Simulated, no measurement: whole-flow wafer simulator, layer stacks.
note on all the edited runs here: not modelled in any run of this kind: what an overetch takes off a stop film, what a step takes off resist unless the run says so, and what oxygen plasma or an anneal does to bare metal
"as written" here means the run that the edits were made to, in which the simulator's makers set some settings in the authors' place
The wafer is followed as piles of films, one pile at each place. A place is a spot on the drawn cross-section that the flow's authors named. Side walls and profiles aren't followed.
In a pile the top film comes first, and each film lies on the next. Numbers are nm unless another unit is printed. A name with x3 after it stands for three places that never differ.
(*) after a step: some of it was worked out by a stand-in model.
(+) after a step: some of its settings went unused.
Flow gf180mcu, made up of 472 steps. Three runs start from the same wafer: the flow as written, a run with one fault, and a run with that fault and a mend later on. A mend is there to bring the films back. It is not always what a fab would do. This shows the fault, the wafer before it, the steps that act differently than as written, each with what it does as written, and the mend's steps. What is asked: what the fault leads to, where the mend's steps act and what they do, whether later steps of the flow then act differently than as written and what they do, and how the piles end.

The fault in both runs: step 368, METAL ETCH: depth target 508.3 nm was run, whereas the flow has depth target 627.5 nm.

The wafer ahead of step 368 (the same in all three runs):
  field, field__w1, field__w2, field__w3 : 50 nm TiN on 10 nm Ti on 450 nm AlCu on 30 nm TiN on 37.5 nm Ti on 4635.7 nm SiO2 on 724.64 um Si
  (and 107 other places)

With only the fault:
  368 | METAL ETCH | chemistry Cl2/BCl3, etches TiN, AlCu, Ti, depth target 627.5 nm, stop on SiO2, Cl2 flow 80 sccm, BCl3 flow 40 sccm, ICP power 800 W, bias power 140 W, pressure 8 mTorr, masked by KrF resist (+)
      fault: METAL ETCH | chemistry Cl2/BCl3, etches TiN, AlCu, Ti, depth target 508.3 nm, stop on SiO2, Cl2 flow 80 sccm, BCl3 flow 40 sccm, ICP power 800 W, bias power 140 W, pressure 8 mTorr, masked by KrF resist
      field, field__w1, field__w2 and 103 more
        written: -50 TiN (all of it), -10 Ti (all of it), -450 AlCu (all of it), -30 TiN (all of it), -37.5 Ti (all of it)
        fault: -50 TiN (all of it), -10 Ti (all of it), -448.3 AlCu
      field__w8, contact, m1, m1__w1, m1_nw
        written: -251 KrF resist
        fault: -203.3 KrF resist
  Steps further on in the flow that do not act as written:
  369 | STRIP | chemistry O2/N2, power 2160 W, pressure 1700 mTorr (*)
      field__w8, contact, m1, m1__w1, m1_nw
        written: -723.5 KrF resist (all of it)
        fault: -771.2 KrF resist (all of it)
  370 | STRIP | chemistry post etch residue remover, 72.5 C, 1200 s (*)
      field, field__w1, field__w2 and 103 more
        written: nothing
        fault: -1.7 AlCu (all of it), -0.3 TiN
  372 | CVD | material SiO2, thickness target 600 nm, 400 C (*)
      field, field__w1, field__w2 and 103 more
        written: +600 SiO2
        fault: +600 SiO2 (new film)
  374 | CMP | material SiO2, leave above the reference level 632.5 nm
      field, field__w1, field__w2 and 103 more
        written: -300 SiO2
        fault: -367.2 SiO2
  The piles end different from the flow's at field, field__w1, field__w2 and 104 more by more than 2% or 0.5 nm, whichever is larger.
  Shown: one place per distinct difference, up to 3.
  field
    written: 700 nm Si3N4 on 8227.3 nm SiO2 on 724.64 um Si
    fault: 700 nm Si3N4 on 3524.4 nm SiO2 on 29.7 nm TiN on 37.5 nm Ti on 4635.7 nm SiO2 on 724.64 um Si
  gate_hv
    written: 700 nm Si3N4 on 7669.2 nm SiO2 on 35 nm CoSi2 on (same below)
    fault: 700 nm Si3N4 on 3524.4 nm SiO2 on 29.7 nm TiN on 37.5 nm Ti on 4077.6 nm SiO2 on 35 nm CoSi2 on (same below)
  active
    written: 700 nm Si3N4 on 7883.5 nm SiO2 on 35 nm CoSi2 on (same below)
    fault: 700 nm Si3N4 on 3524.4 nm SiO2 on 29.7 nm TiN on 37.5 nm Ti on 4291.9 nm SiO2 on 35 nm CoSi2 on (same below)

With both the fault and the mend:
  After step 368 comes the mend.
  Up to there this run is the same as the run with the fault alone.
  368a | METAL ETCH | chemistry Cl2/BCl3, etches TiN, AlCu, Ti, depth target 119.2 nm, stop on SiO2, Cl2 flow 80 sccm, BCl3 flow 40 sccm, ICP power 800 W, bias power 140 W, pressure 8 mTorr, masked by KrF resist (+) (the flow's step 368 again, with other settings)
      field, field__w1, field__w2 and 103 more
        -1.7 AlCu (all of it), -30 TiN (all of it), -37.5 Ti (all of it)
      field__w8, contact, m1, m1__w1, m1_nw
        -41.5 KrF resist
  None of the later steps of the flow differs from how it acts as written, at any place that is followed, by more than 2% or 0.5 nm, whichever is larger.
  By the end, the piles equal the flow's at every place that both follow.
